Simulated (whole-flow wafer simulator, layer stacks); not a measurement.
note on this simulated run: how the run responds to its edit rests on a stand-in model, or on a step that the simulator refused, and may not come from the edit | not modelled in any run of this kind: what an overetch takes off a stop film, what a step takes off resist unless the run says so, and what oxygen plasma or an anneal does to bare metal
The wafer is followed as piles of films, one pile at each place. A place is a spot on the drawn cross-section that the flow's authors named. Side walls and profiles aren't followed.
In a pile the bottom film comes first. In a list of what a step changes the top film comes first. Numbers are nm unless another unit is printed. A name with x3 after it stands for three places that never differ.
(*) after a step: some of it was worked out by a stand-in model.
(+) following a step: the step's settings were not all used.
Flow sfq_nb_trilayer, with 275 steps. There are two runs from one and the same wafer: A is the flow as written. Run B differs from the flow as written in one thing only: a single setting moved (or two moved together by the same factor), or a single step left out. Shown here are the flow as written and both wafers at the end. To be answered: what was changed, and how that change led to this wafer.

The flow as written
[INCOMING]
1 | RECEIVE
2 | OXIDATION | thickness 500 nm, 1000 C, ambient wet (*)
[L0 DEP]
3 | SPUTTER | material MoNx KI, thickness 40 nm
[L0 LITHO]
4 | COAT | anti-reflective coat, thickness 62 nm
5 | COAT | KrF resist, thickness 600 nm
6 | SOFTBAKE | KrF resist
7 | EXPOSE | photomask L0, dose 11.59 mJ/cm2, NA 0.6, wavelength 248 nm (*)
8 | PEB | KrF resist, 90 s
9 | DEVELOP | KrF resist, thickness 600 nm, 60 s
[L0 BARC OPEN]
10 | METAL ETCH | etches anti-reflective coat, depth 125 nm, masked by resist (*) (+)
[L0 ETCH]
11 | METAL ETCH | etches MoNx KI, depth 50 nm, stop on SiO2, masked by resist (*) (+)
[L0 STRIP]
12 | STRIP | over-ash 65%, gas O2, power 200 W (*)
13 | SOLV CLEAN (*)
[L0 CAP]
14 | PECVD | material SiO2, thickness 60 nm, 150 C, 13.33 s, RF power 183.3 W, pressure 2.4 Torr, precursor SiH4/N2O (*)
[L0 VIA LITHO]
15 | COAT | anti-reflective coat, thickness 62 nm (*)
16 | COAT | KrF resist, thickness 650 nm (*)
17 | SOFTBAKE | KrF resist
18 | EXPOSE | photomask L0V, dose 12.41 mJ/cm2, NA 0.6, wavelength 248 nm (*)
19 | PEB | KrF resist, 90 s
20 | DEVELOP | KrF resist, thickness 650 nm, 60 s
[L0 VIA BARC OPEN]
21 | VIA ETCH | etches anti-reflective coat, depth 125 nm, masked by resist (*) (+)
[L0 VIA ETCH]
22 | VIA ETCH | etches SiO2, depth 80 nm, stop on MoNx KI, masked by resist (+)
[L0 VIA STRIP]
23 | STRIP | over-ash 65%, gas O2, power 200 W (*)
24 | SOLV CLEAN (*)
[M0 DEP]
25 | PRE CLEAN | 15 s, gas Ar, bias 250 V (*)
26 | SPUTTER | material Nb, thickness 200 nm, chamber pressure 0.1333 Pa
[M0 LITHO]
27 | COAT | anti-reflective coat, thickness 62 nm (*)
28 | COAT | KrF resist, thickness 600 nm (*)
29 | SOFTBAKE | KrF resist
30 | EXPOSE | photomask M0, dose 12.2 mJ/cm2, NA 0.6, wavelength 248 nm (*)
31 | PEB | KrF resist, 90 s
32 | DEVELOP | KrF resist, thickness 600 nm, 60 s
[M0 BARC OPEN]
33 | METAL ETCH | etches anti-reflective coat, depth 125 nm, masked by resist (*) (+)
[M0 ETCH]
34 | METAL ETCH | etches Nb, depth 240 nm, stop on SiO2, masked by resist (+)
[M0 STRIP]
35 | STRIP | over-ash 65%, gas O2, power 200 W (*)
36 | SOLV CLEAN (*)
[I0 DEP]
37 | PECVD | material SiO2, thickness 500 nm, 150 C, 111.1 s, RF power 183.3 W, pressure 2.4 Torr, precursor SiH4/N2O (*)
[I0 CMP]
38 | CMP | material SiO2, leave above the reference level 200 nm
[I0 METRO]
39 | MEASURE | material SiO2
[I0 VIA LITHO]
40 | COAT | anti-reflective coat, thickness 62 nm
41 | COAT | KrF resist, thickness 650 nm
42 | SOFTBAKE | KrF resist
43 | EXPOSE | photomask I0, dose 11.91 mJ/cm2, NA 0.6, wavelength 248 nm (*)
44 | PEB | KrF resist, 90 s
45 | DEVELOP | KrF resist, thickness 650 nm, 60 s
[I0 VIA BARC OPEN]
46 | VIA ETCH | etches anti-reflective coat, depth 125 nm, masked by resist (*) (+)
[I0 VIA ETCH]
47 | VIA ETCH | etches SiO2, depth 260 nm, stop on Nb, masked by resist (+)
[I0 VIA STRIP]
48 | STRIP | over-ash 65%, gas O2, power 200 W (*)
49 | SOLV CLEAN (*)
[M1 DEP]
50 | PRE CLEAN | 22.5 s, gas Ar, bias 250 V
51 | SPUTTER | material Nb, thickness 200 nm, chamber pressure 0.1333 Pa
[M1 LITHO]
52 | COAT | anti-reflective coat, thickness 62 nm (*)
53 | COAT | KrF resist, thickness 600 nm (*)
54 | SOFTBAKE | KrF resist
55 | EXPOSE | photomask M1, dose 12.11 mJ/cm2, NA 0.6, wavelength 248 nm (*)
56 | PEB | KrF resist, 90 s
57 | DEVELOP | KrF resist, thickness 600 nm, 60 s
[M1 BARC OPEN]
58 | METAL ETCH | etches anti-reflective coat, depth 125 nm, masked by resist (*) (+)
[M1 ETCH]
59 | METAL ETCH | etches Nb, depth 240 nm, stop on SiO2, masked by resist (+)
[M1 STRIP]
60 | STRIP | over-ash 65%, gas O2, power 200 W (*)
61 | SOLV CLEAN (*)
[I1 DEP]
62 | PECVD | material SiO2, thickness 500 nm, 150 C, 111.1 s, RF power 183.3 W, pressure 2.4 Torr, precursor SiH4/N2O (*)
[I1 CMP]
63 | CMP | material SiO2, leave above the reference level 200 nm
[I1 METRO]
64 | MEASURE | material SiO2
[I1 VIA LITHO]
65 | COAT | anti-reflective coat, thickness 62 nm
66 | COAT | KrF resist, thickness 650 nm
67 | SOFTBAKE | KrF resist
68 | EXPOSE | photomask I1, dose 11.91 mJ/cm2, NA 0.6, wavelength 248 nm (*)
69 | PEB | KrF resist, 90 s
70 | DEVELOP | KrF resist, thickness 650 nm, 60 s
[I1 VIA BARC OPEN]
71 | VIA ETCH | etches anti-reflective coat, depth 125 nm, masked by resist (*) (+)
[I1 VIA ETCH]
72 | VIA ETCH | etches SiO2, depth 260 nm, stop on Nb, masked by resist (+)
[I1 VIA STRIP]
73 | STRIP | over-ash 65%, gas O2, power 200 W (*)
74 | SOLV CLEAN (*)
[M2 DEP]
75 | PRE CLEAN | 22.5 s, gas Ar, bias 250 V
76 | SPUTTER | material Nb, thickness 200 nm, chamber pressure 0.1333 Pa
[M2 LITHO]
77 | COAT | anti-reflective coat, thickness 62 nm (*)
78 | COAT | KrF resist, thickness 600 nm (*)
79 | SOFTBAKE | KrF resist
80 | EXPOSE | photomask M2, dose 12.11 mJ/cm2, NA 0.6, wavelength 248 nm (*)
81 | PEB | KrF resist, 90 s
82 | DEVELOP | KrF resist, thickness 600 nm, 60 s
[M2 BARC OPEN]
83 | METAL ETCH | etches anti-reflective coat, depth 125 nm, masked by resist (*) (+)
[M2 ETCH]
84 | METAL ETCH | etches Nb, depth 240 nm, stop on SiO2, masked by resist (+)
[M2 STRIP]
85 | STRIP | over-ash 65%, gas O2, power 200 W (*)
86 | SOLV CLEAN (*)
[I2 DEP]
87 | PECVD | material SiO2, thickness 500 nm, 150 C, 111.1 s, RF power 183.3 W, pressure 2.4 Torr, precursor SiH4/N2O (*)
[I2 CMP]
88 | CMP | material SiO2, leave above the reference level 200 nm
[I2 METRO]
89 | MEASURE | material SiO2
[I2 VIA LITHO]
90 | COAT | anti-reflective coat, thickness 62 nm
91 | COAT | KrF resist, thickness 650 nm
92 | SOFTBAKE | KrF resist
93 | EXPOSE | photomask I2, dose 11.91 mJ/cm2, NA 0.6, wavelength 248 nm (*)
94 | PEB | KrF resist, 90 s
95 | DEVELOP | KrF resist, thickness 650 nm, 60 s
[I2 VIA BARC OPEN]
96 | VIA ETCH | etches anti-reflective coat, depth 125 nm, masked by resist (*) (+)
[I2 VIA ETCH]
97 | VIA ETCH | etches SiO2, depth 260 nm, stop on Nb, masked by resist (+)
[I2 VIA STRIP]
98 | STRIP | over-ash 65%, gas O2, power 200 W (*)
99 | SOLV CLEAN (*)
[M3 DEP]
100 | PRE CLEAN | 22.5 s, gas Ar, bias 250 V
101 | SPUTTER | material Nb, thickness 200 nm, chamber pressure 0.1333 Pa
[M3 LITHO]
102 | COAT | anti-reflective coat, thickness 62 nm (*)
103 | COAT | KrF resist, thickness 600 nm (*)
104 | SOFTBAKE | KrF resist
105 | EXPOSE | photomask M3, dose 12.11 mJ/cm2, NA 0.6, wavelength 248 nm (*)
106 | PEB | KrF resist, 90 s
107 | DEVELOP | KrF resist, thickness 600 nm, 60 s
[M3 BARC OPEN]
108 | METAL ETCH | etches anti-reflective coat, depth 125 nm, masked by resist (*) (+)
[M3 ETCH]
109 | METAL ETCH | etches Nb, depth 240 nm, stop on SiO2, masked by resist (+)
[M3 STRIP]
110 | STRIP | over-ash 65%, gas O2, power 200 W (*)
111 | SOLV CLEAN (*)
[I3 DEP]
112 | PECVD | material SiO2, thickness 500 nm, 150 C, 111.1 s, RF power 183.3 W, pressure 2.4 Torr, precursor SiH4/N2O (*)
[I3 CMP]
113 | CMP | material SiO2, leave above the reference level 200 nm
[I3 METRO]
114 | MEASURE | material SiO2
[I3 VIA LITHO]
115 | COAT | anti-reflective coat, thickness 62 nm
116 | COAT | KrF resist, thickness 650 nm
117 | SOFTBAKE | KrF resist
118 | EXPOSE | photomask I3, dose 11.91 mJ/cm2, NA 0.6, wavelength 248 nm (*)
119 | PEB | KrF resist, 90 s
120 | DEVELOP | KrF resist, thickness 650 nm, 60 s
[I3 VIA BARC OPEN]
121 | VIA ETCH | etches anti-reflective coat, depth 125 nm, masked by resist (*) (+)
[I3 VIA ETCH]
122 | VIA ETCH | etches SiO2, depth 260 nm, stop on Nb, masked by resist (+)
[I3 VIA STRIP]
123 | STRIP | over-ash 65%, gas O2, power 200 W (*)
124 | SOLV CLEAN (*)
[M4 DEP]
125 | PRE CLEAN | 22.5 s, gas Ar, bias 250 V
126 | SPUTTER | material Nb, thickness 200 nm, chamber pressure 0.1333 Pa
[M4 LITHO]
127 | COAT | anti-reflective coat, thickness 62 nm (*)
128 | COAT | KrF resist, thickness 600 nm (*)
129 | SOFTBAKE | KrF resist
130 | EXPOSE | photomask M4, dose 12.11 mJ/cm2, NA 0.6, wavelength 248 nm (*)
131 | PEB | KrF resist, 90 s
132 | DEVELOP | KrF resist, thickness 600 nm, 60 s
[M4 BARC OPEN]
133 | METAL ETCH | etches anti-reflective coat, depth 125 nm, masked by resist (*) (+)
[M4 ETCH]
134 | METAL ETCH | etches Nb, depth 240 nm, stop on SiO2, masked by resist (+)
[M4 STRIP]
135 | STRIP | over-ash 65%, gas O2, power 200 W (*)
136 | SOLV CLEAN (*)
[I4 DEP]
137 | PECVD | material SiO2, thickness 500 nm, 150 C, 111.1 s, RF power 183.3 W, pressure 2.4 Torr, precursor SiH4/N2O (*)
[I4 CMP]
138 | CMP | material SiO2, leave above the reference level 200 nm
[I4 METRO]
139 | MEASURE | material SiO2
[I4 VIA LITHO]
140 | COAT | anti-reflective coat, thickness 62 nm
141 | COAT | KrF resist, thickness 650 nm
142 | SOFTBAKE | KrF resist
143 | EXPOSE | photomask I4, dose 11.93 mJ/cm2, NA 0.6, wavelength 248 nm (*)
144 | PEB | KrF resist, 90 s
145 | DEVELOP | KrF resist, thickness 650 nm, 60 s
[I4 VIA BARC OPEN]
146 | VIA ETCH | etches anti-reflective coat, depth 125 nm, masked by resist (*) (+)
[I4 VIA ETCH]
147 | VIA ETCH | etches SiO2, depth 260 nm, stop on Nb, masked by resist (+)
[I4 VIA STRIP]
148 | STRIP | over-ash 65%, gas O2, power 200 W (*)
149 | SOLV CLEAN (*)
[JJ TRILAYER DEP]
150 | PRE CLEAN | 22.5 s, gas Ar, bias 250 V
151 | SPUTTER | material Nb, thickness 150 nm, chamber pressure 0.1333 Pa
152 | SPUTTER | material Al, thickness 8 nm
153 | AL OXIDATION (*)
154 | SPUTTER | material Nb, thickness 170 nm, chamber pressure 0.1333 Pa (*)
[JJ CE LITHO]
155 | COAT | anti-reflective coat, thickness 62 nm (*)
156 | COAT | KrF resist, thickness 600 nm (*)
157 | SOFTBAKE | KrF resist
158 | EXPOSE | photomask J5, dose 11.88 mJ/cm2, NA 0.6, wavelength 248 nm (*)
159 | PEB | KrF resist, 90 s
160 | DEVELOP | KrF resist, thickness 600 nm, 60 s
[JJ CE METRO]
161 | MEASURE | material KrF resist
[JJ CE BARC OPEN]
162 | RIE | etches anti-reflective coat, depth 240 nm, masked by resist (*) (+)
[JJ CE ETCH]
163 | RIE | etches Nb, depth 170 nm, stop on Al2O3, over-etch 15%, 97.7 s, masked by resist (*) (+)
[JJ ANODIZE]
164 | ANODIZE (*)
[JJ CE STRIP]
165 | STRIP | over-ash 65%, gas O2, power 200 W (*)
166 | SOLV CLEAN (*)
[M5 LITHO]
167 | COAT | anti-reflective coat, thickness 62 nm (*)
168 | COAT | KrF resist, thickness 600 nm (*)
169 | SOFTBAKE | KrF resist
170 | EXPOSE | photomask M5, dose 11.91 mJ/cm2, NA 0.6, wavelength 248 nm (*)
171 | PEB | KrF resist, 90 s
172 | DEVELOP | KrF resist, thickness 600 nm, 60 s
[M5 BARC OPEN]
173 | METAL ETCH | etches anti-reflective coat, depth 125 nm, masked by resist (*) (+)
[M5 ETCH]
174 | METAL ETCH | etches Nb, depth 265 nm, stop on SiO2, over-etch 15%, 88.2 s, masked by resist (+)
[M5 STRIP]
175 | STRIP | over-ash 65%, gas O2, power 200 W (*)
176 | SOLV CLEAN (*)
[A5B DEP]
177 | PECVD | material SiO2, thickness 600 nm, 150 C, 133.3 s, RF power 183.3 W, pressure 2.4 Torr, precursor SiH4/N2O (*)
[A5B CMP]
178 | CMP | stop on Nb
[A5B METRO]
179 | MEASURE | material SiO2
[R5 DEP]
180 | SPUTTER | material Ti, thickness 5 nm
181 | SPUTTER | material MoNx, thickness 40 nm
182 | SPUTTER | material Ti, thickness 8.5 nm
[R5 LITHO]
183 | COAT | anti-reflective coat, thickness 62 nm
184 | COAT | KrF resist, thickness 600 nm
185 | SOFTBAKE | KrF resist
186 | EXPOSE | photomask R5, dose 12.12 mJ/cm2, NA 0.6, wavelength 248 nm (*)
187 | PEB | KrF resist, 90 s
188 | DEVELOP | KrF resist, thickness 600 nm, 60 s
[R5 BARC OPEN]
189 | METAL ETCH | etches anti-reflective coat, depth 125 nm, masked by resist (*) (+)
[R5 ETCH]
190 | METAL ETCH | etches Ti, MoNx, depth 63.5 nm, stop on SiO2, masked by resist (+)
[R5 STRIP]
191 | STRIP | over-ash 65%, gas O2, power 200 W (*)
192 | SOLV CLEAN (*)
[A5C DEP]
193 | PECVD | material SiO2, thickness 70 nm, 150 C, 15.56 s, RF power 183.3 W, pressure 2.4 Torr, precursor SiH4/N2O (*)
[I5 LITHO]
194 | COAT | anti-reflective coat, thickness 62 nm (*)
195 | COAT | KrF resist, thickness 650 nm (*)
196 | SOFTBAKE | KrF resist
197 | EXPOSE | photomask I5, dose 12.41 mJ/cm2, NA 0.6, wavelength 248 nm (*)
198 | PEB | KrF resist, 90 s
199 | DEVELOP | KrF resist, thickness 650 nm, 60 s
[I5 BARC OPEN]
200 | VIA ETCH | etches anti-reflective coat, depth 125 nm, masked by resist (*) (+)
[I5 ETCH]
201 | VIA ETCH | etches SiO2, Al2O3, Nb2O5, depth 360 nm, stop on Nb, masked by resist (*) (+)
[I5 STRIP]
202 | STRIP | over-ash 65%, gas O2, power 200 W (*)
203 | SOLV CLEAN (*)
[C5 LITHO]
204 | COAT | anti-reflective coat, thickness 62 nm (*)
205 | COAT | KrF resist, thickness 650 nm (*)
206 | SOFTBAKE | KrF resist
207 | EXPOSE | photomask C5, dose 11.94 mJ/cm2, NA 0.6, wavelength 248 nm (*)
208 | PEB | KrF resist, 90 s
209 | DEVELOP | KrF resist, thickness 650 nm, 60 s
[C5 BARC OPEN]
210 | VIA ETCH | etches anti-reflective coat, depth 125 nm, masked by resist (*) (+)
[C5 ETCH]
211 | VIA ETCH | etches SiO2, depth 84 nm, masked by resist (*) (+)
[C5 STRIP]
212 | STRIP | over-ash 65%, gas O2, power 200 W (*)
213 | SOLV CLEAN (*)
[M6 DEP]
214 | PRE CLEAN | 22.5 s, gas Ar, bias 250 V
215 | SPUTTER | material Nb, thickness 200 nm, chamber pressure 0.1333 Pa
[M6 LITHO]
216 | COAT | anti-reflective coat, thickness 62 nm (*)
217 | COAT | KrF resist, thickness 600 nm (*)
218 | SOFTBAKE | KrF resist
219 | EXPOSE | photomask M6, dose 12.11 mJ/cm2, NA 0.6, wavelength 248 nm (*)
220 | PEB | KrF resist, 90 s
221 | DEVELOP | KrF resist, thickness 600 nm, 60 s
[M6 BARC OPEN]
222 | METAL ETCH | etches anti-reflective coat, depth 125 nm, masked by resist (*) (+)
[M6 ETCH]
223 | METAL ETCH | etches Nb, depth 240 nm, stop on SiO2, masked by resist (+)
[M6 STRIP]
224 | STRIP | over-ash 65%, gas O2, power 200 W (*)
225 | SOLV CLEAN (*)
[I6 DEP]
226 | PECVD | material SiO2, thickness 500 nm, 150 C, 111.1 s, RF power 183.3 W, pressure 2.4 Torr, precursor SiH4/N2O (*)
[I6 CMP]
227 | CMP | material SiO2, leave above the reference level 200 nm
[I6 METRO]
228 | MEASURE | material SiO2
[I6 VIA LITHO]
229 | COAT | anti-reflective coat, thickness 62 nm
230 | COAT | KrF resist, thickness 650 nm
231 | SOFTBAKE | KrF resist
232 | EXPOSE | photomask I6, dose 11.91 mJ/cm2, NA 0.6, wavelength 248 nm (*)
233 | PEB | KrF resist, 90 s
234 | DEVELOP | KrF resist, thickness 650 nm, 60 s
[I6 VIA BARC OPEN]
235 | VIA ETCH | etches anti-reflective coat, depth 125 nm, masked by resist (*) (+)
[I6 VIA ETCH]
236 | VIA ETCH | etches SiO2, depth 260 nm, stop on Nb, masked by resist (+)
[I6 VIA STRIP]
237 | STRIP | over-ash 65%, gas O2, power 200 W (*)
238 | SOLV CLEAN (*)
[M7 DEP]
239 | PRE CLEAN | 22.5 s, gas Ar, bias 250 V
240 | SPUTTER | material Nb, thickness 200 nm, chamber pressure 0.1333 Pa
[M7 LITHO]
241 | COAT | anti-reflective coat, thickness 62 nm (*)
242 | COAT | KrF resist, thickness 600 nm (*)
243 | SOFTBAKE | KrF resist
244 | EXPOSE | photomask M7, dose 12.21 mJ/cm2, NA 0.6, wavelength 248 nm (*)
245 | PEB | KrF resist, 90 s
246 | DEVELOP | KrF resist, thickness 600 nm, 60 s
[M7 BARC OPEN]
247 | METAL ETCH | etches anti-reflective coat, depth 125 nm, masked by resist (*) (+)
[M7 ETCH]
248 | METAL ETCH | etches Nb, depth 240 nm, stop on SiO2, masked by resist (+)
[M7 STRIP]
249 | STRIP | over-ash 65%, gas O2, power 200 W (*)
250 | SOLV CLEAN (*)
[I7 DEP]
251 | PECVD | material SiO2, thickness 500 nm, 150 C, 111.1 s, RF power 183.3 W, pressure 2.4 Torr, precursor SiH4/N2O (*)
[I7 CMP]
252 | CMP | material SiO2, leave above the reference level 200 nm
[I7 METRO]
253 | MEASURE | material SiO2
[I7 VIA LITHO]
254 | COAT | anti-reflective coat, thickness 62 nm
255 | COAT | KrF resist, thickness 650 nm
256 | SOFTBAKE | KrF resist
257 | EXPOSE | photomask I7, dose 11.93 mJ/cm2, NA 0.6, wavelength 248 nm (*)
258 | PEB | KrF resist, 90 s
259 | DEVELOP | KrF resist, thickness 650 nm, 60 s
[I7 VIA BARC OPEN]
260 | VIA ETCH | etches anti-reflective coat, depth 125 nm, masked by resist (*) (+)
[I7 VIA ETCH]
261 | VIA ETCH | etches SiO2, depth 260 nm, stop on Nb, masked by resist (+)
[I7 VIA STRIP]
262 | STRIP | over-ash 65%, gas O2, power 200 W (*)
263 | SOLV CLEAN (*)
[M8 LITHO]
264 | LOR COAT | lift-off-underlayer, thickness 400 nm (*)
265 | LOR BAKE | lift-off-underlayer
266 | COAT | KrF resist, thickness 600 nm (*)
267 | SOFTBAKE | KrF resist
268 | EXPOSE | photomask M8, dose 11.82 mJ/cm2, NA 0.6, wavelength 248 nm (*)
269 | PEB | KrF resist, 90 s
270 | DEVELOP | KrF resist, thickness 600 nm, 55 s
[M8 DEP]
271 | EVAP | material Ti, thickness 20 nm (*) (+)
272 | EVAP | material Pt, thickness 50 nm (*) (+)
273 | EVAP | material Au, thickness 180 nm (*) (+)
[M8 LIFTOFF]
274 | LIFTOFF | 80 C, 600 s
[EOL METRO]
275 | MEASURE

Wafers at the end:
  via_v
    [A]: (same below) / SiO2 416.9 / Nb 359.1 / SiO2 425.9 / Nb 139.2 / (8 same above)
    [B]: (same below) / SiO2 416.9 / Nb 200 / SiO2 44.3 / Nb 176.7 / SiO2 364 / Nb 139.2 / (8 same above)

The reason: step 122, VIA ETCH: depth 148 nm was run, whereas the flow has depth 260 nm.

How this came from the change, step by step:
  122 | VIA ETCH | etches SiO2, depth 260 nm, stop on Nb, masked by resist (+)
      via_v: A SiO2 loses 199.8 (all of it) | B SiO2 loses 148
      field_l, v_sur, via_wl and 102 more: A KrF resist loses 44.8 | B KrF resist loses 25.5
  123 | STRIP | over-ash 65%, gas O2, power 200 W (*)
      field_l, v_sur, via_wl and 102 more: A KrF resist loses 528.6 (all of it), anti-reflective coat loses 62 (all of it) | B KrF resist loses 547.9 (all of it), anti-reflective coat loses 62 (all of it)
  125 | PRE CLEAN | 22.5 s, gas Ar, bias 250 V
      via_v: A Nb loses 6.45 | B SiO2 loses 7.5
  126 | SPUTTER | material Nb, thickness 200 nm, chamber pressure 0.1333 Pa
      via_v: A Nb gains 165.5 | B Nb gains 176.7 (new film)
  127 | COAT | anti-reflective coat, thickness 62 nm (*)
      via_v: A anti-reflective coat gains 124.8 (new film) | B anti-reflective coat gains 112.4 (new film)
  128 | COAT | KrF resist, thickness 600 nm (*)
      via_v: A KrF resist gains 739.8 (new film) | B KrF resist gains 698.3 (new film)
  135 | STRIP | over-ash 65%, gas O2, power 200 W (*)
      via_v: A KrF resist loses 521.8 (all of it), anti-reflective coat loses 124.8 (all of it) | B KrF resist loses 480.5 (all of it), anti-reflective coat loses 112.4 (all of it)
  137 | PECVD | material SiO2, thickness 500 nm, 150 C, 111.1 s, RF power 183.3 W, pressure 2.4 Torr, precursor SiH4/N2O (*)
      via_v: A SiO2 gains 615 (new film) | B SiO2 gains 528.5 (new film)
  138 | CMP | material SiO2, leave above the reference level 200 nm
      via_v: A SiO2 loses 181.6 | B SiO2 loses 157.1
If metal films that touch count as one body, via_v has 7 bodies (between them, from the top down: SiO2 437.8; SiO2 209 / Al2O3 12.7 / Nb2O5 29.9; SiO2 364; SiO2 44.3; SiO2 416.9; SiO2 192.5); the flow as written gives 6 bodies (between them, from the top down: SiO2 437.8; SiO2 209 / Al2O3 12.7 / Nb2O5 29.9; SiO2 425.9; SiO2 416.9; SiO2 192.5).
